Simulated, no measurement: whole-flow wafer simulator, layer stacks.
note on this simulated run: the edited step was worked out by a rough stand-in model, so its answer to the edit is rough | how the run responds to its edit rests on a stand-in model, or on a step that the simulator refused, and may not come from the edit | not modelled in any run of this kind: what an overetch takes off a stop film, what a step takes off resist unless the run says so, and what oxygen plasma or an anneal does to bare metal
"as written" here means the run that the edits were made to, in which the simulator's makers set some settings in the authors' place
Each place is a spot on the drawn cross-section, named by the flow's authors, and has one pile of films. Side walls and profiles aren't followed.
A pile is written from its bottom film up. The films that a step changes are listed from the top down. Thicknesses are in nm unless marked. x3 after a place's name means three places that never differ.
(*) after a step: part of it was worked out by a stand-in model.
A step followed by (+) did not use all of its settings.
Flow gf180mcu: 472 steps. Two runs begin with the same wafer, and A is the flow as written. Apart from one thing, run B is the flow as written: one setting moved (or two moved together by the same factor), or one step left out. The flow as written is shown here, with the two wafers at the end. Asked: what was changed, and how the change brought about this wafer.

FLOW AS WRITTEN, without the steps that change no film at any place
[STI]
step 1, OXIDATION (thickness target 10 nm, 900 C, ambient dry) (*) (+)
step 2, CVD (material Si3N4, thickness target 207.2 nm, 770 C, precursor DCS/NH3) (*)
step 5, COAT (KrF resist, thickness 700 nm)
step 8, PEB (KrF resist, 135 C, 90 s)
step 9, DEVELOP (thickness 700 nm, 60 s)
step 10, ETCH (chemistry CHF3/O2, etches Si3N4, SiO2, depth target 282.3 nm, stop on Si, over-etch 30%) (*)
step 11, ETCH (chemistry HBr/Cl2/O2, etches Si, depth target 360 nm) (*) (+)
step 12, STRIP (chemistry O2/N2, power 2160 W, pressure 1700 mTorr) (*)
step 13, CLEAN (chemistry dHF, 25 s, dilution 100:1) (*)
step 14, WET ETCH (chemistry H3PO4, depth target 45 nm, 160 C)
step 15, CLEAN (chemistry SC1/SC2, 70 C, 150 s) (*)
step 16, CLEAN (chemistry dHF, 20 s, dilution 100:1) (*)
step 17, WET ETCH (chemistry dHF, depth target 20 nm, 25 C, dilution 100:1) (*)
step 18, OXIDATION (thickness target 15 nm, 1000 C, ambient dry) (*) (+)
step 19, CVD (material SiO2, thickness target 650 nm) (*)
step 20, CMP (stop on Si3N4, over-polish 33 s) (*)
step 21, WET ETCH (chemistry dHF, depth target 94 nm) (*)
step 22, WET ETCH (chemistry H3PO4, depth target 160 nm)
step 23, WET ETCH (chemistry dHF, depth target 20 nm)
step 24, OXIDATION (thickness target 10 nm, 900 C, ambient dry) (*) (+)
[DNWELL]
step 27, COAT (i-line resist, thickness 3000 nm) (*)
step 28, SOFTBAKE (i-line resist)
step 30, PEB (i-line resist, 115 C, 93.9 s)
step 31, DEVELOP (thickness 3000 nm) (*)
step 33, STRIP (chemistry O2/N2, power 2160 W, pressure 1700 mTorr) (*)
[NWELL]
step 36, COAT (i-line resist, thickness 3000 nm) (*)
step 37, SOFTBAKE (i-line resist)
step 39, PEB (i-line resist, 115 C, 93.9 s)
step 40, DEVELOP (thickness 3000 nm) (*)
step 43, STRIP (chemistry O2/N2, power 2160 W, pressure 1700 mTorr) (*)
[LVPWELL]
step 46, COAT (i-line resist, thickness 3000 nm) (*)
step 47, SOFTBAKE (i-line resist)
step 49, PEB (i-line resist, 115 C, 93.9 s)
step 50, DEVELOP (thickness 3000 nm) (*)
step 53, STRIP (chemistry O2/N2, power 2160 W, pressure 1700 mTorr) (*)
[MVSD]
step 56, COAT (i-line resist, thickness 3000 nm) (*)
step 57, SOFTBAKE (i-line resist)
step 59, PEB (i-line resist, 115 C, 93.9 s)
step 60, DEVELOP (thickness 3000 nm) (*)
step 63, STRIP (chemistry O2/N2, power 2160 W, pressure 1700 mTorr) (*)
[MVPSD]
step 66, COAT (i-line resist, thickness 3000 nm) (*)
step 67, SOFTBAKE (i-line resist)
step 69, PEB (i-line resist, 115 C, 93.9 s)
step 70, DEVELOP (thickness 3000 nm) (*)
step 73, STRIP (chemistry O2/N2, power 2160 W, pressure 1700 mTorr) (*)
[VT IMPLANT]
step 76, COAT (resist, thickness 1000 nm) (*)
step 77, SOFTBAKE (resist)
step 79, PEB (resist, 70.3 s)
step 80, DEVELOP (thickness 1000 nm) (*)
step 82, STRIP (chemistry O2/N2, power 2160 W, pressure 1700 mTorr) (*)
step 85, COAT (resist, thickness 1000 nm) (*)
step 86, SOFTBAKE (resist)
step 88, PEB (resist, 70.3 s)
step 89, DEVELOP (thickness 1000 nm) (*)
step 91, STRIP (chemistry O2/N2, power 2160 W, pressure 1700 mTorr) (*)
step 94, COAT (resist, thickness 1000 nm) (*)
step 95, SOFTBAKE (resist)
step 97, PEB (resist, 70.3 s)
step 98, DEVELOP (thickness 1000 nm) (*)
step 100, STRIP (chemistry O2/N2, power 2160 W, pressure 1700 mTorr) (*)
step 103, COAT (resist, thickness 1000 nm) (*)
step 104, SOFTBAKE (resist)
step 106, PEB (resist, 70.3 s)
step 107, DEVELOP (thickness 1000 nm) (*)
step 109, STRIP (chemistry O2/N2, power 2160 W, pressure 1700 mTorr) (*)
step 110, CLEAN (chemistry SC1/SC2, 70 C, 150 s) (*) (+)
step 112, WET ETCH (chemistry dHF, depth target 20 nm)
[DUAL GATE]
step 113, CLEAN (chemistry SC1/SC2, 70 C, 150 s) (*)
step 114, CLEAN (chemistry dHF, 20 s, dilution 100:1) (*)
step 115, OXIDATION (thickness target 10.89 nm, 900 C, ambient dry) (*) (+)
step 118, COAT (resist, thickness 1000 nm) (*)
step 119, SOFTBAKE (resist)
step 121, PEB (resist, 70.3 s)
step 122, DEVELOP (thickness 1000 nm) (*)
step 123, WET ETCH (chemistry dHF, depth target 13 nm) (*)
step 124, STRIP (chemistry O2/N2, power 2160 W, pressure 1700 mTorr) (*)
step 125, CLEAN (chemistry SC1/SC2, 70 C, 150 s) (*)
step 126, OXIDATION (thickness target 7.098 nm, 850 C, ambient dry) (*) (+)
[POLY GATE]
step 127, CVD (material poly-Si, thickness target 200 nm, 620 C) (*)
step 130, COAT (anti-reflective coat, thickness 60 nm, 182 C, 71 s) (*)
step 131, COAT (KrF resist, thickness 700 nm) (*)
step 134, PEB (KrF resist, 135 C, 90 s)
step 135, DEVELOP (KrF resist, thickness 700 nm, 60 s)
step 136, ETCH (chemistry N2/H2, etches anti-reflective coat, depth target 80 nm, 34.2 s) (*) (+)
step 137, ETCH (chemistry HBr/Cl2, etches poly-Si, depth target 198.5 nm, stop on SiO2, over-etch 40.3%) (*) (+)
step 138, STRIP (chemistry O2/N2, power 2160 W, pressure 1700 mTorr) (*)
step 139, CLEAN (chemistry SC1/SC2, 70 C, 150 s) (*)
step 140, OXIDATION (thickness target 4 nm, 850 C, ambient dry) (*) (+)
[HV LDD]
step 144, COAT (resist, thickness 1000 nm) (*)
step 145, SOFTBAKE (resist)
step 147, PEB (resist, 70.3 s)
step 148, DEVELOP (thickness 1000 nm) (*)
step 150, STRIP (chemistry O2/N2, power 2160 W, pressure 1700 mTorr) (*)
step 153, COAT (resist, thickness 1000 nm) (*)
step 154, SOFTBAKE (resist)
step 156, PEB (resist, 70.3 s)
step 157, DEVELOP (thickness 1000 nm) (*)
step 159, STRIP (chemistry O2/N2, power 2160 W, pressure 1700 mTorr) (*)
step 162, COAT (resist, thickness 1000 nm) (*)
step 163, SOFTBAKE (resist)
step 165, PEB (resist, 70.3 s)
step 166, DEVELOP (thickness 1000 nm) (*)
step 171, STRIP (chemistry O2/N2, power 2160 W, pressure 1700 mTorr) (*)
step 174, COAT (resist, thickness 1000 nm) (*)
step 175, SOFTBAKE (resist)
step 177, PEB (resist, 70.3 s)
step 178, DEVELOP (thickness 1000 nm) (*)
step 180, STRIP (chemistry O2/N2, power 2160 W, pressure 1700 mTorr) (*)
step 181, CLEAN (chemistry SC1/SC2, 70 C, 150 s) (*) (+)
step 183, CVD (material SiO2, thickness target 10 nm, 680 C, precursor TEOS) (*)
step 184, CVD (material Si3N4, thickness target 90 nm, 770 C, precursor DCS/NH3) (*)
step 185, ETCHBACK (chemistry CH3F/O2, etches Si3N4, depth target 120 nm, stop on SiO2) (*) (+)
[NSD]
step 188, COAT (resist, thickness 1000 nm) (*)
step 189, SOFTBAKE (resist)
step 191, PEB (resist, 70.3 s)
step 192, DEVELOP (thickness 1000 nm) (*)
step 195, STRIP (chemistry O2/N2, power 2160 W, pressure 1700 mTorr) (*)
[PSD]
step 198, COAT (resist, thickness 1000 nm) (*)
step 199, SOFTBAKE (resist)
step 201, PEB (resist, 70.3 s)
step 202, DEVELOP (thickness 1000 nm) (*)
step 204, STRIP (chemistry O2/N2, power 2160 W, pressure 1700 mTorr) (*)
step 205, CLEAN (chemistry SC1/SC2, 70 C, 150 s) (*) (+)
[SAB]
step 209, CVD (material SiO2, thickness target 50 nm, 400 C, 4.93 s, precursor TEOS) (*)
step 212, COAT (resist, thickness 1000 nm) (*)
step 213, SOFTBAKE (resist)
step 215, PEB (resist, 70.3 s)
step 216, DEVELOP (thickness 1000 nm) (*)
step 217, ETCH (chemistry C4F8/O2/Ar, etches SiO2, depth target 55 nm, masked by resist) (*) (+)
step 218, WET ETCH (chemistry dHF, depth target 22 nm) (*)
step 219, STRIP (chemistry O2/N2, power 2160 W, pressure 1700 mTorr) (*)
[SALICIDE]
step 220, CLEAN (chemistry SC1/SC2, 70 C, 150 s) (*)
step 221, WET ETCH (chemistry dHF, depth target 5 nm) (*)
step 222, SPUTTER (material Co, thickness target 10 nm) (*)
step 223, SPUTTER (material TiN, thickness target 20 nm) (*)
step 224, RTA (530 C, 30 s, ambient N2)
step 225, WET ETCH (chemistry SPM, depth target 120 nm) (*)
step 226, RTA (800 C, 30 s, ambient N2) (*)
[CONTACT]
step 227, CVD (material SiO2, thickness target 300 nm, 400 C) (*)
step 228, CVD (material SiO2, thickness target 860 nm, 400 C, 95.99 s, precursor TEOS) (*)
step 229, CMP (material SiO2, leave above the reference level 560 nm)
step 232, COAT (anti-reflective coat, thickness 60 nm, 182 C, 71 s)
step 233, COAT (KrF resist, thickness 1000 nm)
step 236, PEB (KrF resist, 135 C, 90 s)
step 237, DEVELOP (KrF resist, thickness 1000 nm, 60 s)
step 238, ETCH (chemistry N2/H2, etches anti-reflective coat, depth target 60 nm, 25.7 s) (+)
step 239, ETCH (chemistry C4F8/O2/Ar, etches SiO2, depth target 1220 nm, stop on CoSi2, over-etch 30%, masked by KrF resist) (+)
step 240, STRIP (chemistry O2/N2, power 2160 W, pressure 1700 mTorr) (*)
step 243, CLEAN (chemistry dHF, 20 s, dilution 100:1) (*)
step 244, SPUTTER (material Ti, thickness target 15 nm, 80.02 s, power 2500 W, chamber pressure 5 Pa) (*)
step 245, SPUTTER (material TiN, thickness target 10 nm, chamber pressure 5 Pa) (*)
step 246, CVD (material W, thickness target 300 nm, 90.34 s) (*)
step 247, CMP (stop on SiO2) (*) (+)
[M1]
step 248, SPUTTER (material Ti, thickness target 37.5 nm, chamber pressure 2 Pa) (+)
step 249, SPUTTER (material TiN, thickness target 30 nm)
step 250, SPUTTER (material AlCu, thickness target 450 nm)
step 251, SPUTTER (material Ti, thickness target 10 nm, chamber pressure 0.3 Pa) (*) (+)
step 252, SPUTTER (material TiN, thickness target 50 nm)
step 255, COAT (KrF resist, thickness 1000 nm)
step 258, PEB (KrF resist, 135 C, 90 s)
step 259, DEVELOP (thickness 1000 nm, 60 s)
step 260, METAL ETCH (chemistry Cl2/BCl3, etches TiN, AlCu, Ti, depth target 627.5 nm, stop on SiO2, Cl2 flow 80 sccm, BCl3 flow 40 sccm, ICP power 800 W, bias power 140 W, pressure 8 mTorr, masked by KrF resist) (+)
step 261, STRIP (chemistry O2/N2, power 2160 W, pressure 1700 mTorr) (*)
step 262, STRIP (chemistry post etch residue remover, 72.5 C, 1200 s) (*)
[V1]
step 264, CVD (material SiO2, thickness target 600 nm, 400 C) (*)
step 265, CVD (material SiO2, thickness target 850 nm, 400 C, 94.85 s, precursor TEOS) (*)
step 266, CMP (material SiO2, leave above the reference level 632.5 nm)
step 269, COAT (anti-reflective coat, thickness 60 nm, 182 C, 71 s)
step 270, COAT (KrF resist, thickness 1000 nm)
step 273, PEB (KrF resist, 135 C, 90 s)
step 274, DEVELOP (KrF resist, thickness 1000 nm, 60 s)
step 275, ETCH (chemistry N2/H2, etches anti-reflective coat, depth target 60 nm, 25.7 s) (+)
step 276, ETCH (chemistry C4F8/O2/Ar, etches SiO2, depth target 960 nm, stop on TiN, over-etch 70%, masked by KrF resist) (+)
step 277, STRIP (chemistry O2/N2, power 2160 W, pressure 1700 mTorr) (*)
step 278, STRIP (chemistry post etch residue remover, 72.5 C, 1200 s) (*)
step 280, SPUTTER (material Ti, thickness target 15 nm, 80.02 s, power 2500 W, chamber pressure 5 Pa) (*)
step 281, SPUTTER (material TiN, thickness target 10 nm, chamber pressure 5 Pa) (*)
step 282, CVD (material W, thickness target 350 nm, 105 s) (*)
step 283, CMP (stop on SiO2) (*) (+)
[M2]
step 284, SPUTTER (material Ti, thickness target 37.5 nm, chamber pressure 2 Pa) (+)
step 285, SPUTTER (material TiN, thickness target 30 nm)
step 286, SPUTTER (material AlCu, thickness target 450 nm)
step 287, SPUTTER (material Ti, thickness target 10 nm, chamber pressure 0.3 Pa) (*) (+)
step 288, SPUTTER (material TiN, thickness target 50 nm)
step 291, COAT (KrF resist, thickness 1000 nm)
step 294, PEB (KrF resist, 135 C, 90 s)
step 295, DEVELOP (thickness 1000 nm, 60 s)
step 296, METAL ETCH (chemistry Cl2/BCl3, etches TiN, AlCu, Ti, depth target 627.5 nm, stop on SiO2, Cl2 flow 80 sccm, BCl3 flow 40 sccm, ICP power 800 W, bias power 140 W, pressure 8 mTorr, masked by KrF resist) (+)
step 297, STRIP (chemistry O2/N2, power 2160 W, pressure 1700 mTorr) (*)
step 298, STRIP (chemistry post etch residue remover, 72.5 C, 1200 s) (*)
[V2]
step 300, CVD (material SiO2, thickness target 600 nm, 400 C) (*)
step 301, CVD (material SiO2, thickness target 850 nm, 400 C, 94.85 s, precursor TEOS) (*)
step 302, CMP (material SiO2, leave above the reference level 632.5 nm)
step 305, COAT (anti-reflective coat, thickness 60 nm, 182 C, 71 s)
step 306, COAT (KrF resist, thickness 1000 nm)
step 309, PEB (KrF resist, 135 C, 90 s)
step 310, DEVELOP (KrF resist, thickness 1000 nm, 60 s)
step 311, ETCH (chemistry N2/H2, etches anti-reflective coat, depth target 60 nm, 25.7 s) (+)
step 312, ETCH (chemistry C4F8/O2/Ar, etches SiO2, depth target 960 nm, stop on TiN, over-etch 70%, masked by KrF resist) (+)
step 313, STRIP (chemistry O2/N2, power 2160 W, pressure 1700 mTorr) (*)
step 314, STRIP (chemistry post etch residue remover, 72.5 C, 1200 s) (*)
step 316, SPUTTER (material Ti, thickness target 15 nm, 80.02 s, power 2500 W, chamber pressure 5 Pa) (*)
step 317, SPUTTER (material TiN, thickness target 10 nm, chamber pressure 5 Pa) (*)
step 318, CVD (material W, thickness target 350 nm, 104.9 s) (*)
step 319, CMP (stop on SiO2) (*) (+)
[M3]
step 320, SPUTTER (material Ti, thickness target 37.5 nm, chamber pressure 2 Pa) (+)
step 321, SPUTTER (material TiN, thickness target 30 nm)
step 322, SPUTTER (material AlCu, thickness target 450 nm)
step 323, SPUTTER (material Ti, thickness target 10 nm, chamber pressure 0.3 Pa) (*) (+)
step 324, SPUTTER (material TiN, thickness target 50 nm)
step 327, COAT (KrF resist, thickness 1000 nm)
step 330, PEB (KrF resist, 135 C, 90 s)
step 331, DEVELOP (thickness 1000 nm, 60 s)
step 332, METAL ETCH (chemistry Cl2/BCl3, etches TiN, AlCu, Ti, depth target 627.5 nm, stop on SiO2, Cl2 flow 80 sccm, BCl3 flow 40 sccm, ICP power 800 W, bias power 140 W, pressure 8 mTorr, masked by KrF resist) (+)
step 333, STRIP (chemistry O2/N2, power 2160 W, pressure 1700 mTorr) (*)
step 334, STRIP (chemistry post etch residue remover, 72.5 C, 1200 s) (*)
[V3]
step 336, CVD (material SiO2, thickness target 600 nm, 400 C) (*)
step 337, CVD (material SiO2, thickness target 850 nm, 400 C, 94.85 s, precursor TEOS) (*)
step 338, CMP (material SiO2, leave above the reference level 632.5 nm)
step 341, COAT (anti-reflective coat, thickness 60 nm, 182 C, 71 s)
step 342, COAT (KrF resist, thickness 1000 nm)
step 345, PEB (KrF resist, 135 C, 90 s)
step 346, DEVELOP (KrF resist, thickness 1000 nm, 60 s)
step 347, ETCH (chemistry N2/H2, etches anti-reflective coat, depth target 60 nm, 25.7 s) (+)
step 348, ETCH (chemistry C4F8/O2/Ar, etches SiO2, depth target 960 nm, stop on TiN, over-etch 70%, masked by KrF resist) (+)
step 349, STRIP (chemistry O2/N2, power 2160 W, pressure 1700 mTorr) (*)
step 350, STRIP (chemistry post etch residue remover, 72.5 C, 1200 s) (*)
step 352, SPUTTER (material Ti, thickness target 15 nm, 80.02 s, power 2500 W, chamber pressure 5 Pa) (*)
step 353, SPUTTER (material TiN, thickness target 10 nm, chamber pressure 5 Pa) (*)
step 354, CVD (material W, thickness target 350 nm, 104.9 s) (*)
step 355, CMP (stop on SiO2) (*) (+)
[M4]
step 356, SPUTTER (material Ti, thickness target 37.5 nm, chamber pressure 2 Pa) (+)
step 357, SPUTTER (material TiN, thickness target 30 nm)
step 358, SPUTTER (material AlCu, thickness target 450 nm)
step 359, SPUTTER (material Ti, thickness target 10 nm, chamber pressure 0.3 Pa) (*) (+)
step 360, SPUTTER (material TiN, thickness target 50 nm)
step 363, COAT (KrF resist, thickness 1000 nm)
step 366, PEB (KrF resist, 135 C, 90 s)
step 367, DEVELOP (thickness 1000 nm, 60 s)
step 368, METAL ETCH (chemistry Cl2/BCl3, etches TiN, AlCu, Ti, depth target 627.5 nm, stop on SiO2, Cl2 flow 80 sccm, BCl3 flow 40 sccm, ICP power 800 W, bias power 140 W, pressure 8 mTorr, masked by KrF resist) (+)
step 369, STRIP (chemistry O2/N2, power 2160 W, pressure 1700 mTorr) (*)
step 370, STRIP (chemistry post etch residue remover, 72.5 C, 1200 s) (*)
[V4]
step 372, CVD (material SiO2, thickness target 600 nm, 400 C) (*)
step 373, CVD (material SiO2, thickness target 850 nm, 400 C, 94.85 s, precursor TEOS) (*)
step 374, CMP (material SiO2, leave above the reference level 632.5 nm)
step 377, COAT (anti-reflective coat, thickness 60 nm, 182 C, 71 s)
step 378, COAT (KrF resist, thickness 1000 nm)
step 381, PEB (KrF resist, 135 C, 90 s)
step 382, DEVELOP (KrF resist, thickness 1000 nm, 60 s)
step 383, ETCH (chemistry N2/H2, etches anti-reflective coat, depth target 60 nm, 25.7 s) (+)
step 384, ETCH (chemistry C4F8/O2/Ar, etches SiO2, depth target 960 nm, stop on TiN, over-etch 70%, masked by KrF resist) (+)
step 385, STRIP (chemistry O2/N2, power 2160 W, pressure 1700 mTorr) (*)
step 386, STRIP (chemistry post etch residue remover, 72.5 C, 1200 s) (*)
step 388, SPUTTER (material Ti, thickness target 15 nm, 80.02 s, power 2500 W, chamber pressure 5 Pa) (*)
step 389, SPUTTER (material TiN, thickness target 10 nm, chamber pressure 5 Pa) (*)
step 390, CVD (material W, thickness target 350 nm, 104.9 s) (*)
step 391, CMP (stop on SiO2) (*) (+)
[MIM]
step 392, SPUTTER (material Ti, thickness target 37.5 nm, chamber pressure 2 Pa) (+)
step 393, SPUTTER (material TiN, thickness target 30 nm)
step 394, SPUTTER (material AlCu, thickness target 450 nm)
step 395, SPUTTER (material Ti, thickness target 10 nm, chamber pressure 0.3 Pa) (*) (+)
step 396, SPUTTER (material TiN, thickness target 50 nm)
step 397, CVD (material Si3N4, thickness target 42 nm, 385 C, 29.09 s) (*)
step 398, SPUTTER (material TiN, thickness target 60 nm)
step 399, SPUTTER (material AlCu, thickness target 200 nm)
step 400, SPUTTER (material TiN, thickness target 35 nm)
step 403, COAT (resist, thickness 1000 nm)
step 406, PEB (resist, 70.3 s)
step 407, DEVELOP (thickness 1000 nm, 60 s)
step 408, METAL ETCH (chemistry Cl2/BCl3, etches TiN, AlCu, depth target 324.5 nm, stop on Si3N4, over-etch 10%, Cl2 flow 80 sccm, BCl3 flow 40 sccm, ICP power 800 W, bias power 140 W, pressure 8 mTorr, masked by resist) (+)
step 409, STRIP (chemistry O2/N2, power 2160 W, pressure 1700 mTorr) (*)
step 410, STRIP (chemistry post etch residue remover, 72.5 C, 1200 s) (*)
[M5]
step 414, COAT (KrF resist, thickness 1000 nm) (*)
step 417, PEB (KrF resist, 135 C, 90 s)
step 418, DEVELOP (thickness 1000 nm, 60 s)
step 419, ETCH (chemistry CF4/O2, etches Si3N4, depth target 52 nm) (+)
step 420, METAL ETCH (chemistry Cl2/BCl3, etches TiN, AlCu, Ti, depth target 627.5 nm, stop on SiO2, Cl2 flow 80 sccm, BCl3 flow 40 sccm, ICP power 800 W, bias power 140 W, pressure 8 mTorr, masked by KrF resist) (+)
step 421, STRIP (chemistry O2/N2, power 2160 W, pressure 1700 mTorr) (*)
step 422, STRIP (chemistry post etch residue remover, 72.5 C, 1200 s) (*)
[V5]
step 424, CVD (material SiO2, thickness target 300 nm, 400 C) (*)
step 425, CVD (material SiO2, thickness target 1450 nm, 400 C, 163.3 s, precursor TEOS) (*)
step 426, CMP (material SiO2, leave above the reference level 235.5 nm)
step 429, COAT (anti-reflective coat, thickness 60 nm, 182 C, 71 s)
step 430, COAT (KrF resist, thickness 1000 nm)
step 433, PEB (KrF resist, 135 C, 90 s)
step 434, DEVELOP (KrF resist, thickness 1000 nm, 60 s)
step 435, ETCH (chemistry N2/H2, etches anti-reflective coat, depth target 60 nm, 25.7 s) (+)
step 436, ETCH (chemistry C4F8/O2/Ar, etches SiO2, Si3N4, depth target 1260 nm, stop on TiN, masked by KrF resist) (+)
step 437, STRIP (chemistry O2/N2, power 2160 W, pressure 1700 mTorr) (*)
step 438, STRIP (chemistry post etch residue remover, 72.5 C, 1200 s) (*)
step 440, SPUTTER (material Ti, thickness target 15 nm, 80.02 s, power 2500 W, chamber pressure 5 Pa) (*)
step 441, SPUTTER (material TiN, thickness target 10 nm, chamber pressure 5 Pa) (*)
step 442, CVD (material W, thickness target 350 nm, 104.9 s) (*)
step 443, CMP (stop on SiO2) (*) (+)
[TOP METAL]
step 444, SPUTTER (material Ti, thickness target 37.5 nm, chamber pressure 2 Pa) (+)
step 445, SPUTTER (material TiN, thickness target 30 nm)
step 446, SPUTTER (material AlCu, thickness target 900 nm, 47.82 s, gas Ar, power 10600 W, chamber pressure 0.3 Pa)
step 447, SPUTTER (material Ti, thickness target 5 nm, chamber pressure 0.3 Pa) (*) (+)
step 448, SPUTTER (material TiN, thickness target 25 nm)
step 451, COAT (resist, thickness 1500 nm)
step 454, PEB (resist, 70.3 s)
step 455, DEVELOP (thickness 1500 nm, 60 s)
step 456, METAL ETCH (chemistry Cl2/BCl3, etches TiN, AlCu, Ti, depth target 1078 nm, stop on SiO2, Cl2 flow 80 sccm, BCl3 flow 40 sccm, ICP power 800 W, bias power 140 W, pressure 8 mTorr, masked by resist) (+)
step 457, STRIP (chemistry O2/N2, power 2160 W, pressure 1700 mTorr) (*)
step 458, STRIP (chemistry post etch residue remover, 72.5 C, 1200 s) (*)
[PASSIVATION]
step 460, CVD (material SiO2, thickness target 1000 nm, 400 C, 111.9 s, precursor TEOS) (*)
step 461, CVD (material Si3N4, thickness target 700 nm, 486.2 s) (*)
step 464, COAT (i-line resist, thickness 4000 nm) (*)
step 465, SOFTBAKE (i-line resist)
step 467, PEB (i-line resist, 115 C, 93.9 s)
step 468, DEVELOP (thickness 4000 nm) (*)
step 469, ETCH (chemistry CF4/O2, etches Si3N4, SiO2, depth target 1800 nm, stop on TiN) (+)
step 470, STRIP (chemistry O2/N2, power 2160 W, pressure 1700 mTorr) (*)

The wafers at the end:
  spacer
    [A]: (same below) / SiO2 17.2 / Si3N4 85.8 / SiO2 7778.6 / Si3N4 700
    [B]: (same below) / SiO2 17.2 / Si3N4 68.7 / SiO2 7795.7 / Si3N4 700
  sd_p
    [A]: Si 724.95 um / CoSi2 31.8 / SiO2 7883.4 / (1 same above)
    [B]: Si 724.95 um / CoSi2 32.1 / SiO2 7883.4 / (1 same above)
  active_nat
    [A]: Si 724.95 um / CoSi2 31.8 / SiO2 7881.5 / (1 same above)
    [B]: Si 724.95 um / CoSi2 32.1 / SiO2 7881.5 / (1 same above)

Cause: step 184, CVD: thickness target 72.9 nm was run, whereas the flow has thickness target 90 nm.

Step by step, how the change led to this:
  step 184, CVD (material Si3N4, thickness target 90 nm, 770 C, precursor DCS/NH3) (*)
      field, field__w1, field__w2 and 101 more: A +90 Si3N4 (new film) | B +72.9 Si3N4 (new film)
  step 185, ETCHBACK (chemistry CH3F/O2, etches Si3N4, depth target 120 nm, stop on SiO2) (*) (+)
      field, field__w1, field__w2 and 93 more: A -90 Si3N4 (all of it), -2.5 SiO2 | B -72.9 Si3N4 (all of it), -3.93 SiO2
      p_well, sd_n, contact, active_nat, ld_drn_p, nplus_u, pplus_u: A -90 Si3N4 (all of it), -2.5 SiO2 | B -72.9 Si3N4 (all of it), -3.92 SiO2
  step 189, SOFTBAKE (resist)
      field: A +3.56 resist | B -0.35 resist
  step 199, SOFTBAKE (resist)
      field: A +3.56 resist | B -0.35 resist
  step 218, WET ETCH (chemistry dHF, depth target 22 nm) (*)
      gate, gate_hv, gate_p and 23 more: A -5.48 SiO2 (all of it) | B -4.05 SiO2 (all of it)
      active, p_well, sd_n, iso_ptap_pw, iso_ntap_nw, iso_ptap_sub, vpnp_e: A -9.01 SiO2 (all of it) | B -7.59 SiO2 (all of it)
      (as well as at 16 more places)
  step 223, SPUTTER (material TiN, thickness target 20 nm) (*)
      field__w2: A +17 TiN (new film) | B +17.8 TiN (new film)
      field__w3: A +15.7 TiN (new film) | B +16.7 TiN (new film)
      (as well as at 2 more places)
  step 224, RTA (530 C, 30 s, ambient N2)
      ld_drn_p: A under 1 film: +16.7 CoSi (new film), -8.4 Co (all of it), -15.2 Si | B under 1 film: +17.5 CoSi (new film), -8.78 Co (all of it), -15.9 Si
  step 225, WET ETCH (chemistry SPM, depth target 120 nm) (*)
      field__w2: A -17 TiN (all of it), -8.65 Co (all of it) | B -17.8 TiN (all of it), -9.01 Co (all of it)
      field__w3: A -15.7 TiN (all of it), -8.06 Co (all of it) | B -16.7 TiN (all of it), -8.53 Co (all of it)
      (as well as at 2 more places)
  step 226, RTA (800 C, 30 s, ambient N2) (*)
      ld_sd_n: A +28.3 CoSi2 (new film), -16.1 CoSi (all of it), -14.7 Si | B +29 CoSi2 (new film), -16.5 CoSi (all of it), -15.1 Si
      ld_drn_n: A +31.5 CoSi2 (new film), -17.9 CoSi (all of it), -16.4 Si | B +32.3 CoSi2 (new film), -18.4 CoSi (all of it), -16.8 Si
      (as well as at 1 more place)
  step 229, CMP (material SiO2, leave above the reference level 560 nm)
      spacer: A -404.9 SiO2 | B -387.8 SiO2
